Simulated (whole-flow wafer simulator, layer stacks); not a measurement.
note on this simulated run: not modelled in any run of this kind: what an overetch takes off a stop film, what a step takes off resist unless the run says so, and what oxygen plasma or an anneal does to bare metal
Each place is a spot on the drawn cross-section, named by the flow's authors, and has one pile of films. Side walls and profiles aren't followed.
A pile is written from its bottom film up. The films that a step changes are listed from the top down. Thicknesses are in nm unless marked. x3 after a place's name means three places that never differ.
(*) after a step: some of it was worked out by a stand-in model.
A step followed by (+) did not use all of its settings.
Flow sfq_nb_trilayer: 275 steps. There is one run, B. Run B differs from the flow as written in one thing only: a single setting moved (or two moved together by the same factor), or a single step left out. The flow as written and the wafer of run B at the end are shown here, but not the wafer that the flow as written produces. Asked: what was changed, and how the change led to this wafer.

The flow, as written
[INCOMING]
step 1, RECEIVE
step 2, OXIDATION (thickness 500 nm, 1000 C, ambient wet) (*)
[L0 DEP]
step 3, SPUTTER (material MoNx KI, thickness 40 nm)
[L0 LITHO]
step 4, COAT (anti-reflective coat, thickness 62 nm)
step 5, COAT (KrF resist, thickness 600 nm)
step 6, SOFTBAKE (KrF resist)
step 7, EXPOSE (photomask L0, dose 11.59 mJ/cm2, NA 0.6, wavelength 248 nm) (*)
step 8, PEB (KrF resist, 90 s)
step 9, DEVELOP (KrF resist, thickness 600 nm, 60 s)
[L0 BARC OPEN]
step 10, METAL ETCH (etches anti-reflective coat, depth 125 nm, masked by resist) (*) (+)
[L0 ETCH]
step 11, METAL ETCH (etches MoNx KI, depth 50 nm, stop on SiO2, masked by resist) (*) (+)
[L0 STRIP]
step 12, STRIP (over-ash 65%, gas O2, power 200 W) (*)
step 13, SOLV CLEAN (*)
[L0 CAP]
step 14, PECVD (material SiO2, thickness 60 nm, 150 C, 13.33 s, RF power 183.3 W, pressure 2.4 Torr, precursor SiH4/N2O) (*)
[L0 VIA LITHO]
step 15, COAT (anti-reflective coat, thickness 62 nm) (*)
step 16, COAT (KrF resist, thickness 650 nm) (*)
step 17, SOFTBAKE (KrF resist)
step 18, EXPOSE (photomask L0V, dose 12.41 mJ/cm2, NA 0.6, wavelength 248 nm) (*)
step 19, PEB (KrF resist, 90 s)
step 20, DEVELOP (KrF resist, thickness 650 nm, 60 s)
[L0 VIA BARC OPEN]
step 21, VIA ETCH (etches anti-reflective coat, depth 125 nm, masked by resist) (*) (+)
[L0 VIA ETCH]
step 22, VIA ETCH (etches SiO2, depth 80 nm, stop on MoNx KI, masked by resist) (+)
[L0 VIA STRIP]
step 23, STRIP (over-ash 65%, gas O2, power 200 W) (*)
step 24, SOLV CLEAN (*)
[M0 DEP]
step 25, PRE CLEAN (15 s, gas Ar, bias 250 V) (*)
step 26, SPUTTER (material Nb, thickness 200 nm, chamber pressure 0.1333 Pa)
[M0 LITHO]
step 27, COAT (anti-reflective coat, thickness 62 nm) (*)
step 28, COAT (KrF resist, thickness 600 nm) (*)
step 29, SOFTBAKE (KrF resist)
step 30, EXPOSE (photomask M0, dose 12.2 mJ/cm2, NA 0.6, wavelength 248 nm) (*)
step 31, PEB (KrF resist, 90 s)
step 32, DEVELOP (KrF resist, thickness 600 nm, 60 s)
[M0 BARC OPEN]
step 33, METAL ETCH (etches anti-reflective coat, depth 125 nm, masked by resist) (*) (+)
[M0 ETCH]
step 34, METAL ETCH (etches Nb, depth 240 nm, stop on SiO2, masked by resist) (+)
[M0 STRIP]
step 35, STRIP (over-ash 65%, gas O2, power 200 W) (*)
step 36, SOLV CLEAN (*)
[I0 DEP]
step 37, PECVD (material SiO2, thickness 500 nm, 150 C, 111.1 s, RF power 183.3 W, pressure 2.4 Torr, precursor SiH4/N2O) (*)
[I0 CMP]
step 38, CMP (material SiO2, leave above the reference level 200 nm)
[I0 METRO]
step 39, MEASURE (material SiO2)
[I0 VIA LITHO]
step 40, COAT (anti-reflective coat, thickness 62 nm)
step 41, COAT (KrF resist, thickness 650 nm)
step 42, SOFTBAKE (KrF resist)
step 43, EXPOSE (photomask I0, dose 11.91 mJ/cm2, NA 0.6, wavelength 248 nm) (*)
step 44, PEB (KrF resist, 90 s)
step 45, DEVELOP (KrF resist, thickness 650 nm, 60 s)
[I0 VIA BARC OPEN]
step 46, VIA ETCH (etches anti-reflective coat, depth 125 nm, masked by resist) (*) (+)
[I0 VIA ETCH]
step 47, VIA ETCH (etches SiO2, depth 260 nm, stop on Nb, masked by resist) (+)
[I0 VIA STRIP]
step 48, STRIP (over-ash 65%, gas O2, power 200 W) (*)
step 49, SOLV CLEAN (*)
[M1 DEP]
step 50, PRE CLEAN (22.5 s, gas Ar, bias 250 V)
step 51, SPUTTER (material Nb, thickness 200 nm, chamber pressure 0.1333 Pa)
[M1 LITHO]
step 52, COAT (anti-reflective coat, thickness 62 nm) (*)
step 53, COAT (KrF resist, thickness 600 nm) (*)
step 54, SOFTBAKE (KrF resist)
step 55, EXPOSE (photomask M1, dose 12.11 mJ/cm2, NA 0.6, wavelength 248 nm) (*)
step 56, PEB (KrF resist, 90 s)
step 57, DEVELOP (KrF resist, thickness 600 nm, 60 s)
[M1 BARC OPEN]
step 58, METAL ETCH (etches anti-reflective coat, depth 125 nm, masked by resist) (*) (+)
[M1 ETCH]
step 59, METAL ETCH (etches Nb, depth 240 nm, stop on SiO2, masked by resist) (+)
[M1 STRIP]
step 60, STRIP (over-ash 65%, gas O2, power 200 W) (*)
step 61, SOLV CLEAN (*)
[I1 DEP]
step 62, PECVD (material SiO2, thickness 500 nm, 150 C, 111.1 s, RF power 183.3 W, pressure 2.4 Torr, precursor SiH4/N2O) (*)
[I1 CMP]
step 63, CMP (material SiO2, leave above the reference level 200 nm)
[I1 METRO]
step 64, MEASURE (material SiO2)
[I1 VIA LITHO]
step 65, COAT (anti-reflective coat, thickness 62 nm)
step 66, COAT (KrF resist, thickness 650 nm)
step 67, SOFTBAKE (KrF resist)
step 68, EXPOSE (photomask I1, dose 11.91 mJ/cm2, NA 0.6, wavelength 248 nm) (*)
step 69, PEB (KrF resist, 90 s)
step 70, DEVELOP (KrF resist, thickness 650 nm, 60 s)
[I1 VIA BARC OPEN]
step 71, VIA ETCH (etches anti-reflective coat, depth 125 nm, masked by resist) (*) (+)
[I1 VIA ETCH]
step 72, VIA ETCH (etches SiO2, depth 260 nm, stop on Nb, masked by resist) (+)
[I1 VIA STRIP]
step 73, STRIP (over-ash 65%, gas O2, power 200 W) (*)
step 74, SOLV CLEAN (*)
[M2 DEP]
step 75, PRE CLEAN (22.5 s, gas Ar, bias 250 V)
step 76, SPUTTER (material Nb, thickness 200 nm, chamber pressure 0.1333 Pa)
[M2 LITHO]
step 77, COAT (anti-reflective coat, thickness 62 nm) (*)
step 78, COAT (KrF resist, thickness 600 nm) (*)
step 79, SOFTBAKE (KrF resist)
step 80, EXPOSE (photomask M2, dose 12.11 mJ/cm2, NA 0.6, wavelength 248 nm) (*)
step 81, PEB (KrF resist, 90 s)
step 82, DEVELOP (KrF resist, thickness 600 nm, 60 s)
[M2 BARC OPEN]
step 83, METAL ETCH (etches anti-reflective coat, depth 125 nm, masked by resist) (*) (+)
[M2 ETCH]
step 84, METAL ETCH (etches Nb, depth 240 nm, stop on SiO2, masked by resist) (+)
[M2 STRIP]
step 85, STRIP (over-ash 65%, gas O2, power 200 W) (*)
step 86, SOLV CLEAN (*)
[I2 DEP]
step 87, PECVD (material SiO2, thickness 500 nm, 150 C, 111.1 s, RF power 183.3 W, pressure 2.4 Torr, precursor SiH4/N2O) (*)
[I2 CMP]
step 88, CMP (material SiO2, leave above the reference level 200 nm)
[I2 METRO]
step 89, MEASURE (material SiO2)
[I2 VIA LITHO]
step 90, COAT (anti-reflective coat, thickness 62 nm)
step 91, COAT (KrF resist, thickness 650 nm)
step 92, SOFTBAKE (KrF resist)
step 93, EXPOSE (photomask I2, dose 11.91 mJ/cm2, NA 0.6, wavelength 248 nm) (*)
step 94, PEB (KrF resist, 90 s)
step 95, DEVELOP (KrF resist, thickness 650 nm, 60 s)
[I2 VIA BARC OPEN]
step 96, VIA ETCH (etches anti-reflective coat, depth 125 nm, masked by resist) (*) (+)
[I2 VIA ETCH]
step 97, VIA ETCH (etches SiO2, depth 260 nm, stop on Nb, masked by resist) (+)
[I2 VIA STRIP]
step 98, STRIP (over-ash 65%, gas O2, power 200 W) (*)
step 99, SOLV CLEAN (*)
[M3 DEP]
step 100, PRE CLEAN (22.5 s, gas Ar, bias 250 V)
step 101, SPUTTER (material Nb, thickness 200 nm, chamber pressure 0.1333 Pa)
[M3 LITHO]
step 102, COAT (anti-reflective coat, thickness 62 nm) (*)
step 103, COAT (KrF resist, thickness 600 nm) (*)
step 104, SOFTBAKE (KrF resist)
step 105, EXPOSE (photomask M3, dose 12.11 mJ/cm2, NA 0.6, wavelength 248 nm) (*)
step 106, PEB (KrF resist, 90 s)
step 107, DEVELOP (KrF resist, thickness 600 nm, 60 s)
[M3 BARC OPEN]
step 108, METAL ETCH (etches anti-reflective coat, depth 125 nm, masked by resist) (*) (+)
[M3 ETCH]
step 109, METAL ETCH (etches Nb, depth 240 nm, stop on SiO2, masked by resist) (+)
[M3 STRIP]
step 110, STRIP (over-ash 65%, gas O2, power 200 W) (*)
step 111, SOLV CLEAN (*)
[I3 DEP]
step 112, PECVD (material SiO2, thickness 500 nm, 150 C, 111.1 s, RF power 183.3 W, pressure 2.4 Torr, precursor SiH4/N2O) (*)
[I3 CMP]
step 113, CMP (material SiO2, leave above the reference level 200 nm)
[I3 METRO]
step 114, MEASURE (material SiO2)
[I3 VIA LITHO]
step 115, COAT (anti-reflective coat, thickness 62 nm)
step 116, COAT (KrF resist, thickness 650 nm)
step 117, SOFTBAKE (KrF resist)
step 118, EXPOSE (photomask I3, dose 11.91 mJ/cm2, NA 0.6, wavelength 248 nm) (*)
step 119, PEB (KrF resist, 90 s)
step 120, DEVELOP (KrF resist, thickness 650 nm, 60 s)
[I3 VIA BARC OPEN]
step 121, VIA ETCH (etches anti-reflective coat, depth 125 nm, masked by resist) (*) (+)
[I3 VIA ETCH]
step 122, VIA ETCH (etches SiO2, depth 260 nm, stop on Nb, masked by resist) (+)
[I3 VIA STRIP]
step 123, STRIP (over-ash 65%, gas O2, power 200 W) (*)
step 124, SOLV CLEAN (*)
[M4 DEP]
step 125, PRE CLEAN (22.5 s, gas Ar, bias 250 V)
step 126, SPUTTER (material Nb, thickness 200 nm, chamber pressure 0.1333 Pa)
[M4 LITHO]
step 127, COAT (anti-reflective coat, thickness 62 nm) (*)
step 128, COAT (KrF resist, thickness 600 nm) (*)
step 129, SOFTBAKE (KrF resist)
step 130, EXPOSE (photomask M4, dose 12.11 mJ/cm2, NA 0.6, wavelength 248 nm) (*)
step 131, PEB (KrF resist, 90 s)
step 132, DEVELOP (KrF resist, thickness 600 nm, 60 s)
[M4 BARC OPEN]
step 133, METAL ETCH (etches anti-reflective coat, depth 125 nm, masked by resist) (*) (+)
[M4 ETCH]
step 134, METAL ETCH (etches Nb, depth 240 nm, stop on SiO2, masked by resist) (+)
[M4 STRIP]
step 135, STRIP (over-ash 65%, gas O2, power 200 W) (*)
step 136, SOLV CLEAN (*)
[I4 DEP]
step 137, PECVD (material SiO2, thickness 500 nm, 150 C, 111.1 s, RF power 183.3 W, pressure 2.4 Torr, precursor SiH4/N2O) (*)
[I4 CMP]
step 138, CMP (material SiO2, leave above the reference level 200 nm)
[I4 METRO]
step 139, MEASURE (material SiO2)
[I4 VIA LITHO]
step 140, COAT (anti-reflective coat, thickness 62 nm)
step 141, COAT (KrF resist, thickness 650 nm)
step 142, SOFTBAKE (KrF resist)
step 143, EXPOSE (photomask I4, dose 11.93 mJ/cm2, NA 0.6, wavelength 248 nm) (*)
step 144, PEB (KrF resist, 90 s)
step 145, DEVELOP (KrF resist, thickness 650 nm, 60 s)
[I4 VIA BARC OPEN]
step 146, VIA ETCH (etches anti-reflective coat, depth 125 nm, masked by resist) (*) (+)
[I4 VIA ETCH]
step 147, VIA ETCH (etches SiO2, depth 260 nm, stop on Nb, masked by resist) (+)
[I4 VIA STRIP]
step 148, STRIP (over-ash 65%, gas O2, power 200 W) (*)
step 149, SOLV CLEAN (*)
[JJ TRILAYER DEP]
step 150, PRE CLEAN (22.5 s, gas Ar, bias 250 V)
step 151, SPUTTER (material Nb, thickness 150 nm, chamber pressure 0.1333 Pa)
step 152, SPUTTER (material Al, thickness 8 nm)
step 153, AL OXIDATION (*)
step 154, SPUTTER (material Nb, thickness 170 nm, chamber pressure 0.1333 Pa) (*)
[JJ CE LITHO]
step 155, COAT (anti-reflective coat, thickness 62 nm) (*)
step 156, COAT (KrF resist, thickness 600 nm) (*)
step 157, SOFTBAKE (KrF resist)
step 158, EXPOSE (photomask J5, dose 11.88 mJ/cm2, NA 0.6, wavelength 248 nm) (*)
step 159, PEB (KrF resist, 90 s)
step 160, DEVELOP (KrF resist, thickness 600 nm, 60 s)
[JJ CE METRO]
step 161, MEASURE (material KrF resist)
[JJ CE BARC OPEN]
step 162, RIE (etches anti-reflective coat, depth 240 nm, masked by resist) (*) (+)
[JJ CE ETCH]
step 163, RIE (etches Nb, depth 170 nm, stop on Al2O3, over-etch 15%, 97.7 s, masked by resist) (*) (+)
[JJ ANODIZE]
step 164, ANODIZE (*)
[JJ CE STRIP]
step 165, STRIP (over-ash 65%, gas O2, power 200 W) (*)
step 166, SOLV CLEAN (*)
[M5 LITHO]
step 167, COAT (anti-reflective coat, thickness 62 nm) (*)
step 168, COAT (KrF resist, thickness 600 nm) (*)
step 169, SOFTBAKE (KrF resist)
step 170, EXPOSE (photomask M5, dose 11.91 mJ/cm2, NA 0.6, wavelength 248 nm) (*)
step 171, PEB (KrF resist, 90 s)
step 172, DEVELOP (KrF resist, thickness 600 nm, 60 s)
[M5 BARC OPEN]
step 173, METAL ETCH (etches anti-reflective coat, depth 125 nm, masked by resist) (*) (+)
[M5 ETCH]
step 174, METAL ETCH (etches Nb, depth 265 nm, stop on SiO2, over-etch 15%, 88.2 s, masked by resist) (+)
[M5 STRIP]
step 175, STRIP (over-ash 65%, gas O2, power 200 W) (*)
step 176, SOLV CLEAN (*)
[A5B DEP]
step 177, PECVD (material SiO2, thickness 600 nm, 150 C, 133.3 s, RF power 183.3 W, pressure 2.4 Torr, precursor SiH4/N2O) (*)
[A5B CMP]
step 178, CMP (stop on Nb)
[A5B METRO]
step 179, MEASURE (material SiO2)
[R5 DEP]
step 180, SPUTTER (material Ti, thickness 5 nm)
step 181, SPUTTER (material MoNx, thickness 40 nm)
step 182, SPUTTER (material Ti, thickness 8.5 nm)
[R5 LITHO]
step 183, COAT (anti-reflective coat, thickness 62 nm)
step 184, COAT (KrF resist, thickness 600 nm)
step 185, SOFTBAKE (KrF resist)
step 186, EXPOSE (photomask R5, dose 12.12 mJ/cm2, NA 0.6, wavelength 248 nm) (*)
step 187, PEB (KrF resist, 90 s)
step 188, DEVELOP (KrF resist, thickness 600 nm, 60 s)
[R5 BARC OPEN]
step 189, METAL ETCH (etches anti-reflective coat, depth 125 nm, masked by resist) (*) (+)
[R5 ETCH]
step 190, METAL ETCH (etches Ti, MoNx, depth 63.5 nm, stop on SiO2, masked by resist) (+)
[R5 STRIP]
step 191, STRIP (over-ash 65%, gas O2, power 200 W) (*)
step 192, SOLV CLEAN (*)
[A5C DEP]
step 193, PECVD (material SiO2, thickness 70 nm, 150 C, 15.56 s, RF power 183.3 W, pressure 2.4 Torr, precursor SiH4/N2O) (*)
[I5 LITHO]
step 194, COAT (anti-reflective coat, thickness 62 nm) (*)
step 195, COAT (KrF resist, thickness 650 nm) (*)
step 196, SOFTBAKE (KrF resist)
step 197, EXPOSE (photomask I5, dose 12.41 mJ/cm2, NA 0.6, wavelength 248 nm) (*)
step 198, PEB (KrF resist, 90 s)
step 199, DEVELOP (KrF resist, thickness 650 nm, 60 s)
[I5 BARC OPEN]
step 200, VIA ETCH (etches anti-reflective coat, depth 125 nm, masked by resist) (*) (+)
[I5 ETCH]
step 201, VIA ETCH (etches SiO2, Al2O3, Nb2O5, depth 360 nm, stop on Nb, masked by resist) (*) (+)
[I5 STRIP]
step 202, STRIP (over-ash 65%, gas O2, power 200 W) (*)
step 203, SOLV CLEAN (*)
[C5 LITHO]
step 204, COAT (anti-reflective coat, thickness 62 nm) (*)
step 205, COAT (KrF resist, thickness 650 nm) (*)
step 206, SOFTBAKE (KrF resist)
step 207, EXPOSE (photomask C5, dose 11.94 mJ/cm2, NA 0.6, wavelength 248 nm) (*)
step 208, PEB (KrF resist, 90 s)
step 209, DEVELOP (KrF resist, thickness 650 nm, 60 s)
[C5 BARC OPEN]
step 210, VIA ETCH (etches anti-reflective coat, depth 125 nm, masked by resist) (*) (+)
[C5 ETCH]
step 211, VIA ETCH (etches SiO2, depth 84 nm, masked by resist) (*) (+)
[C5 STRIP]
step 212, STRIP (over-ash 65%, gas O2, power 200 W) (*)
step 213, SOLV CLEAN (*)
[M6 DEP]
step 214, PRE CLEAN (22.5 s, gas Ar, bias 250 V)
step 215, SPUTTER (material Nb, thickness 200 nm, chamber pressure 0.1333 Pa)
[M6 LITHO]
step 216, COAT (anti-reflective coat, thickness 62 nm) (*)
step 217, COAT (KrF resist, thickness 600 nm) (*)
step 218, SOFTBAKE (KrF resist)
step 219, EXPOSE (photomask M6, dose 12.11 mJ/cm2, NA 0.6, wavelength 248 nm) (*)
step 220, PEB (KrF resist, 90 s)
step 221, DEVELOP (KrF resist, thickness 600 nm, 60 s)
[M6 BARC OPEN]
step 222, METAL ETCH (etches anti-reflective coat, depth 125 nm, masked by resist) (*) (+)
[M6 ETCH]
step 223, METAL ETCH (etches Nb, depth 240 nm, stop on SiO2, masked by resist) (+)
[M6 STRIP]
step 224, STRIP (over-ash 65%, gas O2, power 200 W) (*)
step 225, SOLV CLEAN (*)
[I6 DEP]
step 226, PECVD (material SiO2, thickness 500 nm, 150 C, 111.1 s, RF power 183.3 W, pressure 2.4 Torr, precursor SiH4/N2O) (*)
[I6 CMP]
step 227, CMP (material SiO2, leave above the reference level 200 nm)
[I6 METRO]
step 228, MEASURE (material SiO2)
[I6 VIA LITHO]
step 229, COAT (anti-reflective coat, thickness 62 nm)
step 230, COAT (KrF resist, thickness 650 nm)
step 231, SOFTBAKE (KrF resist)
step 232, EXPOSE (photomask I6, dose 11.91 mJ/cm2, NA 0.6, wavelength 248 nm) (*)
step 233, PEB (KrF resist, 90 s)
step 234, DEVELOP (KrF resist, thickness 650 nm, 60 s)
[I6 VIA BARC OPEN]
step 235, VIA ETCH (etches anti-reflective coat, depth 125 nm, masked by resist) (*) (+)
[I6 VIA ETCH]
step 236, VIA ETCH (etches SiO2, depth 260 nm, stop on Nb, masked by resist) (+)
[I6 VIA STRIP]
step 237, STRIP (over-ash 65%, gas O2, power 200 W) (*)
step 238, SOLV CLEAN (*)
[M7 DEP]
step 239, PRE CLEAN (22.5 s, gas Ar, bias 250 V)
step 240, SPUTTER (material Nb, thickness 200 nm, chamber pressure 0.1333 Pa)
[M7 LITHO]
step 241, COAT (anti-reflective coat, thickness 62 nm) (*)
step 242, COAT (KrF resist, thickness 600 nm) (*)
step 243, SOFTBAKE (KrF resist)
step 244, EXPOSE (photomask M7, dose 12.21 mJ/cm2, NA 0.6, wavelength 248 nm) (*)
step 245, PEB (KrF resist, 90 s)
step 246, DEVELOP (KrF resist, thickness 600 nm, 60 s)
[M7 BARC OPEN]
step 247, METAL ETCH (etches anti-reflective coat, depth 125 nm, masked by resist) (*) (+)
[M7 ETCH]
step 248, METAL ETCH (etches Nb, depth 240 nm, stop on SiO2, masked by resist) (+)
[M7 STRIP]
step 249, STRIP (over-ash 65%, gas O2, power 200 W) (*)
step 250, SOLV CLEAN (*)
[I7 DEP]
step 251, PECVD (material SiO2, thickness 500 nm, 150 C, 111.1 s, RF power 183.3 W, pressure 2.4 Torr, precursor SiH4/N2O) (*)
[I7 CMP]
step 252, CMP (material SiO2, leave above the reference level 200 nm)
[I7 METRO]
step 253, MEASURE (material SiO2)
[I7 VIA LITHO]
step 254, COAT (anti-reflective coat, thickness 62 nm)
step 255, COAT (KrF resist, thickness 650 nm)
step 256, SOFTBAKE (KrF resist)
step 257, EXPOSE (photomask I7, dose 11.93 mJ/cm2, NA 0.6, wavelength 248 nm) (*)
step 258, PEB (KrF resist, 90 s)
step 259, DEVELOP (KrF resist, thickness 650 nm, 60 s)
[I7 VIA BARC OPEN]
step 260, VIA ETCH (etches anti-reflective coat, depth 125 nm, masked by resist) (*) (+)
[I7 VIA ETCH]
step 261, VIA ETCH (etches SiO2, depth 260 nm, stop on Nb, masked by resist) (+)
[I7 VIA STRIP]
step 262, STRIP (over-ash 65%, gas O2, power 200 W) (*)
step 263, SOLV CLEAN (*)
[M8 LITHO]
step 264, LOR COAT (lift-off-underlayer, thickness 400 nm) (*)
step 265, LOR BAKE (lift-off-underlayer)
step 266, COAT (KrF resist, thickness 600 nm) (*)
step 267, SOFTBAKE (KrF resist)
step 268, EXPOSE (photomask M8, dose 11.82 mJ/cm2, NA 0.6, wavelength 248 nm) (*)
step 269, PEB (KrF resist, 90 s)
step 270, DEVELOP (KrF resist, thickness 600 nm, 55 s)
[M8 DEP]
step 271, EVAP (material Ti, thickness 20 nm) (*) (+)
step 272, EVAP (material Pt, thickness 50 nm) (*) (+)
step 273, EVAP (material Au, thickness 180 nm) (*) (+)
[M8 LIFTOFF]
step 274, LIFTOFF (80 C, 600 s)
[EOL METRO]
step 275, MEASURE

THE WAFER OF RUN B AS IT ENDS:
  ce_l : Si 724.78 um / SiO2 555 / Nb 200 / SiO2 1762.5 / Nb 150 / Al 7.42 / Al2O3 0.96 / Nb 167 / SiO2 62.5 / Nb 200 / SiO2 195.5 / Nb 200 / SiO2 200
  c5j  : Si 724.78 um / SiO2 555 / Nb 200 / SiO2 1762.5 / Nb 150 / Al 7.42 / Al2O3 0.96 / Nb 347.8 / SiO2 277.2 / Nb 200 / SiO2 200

What caused this: step 190, METAL ETCH: depth 56.5 nm was run, while the flow as written has depth 63.5 nm.

How this came from the change, step by step:
  step 190, METAL ETCH (etches Ti, MoNx, depth 63.5 nm, stop on SiO2, masked by resist) (+)
      be_r, r_sur, res, r_end, r5r_line_l, r5r_line_c, r5r_line_r: -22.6 KrF resist (as written it would have been: -25.4 KrF resist)
      ce_l, c5j, ce_r, wl_jj: -8.5 Ti (all of it), -40 MoNx (all of it), -5 Ti (all of it), -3 Nb (as written it would have been: -8.5 Ti (all of it), -40 MoNx (all of it), -5 Ti (all of it), -10 Nb)
  step 194, COAT (anti-reflective coat, thickness 62 nm) (*)
      jj_sur: +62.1 anti-reflective coat (new film) (as written it would have been: +60.8 anti-reflective coat (new film))
      ce_l: +64 anti-reflective coat (new film) (as written it would have been: +67.2 anti-reflective coat (new film))
      (also at 4 further places)
  step 202, STRIP (over-ash 65%, gas O2, power 200 W) (*)
      jj_sur: -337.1 KrF resist (all of it), -62.1 anti-reflective coat (all of it) (as written it would have been: -337.2 KrF resist (all of it), -60.8 anti-reflective coat (all of it))
      ce_l: -339 KrF resist (all of it), -64 anti-reflective coat (all of it) (as written it would have been: -341.5 KrF resist (all of it), -67.2 anti-reflective coat (all of it))
      (also at 4 further places)
  step 204, COAT (anti-reflective coat, thickness 62 nm) (*)
      ce_l: +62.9 anti-reflective coat (new film) (as written it would have been: +66 anti-reflective coat (new film))
      c5j: +62.1 anti-reflective coat (new film) (as written it would have been: +63.9 anti-reflective coat (new film))
      (also at 3 further places)
  step 210, VIA ETCH (etches anti-reflective coat, depth 125 nm, masked by resist) (*) (+)
      c5j: -62.1 anti-reflective coat (all of it), -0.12 SiO2 (as written it would have been: -63.9 anti-reflective coat (all of it), -0.11 SiO2)
  step 212, STRIP (over-ash 65%, gas O2, power 200 W) (*)
      ce_l: -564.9 KrF resist (all of it), -62.9 anti-reflective coat (all of it) (as written it would have been: -567.4 KrF resist (all of it), -66 anti-reflective coat (all of it))
      ce_r: -571.4 KrF resist (all of it), -63.9 anti-reflective coat (all of it) (as written it would have been: -573.7 KrF resist (all of it), -67.2 anti-reflective coat (all of it))
      (also at 2 further places)
  step 216, COAT (anti-reflective coat, thickness 62 nm) (*)
      jj_sur: +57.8 anti-reflective coat (new film) (as written it would have been: +56.1 anti-reflective coat (new film))
      ce_l: +45.9 anti-reflective coat (new film) (as written it would have been: +48 anti-reflective coat (new film))
      (also at 3 further places)
  step 224, STRIP (over-ash 65%, gas O2, power 200 W) (*)
      jj_sur: -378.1 KrF resist (all of it), -57.8 anti-reflective coat (all of it) (as written it would have been: -378.5 KrF resist (all of it), -56.1 anti-reflective coat (all of it))
      ce_l: -393.8 KrF resist (all of it), -45.9 anti-reflective coat (all of it) (as written it would have been: -397.1 KrF resist (all of it), -48 anti-reflective coat (all of it))
      (also at 3 further places)
  step 227, CMP (material SiO2, leave above the reference level 200 nm)
      ce_l, ce_r, wl_jj: -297 SiO2 (as written it would have been: -290 SiO2)
      c5j: -230 SiO2 (as written it would have been: -223 SiO2)
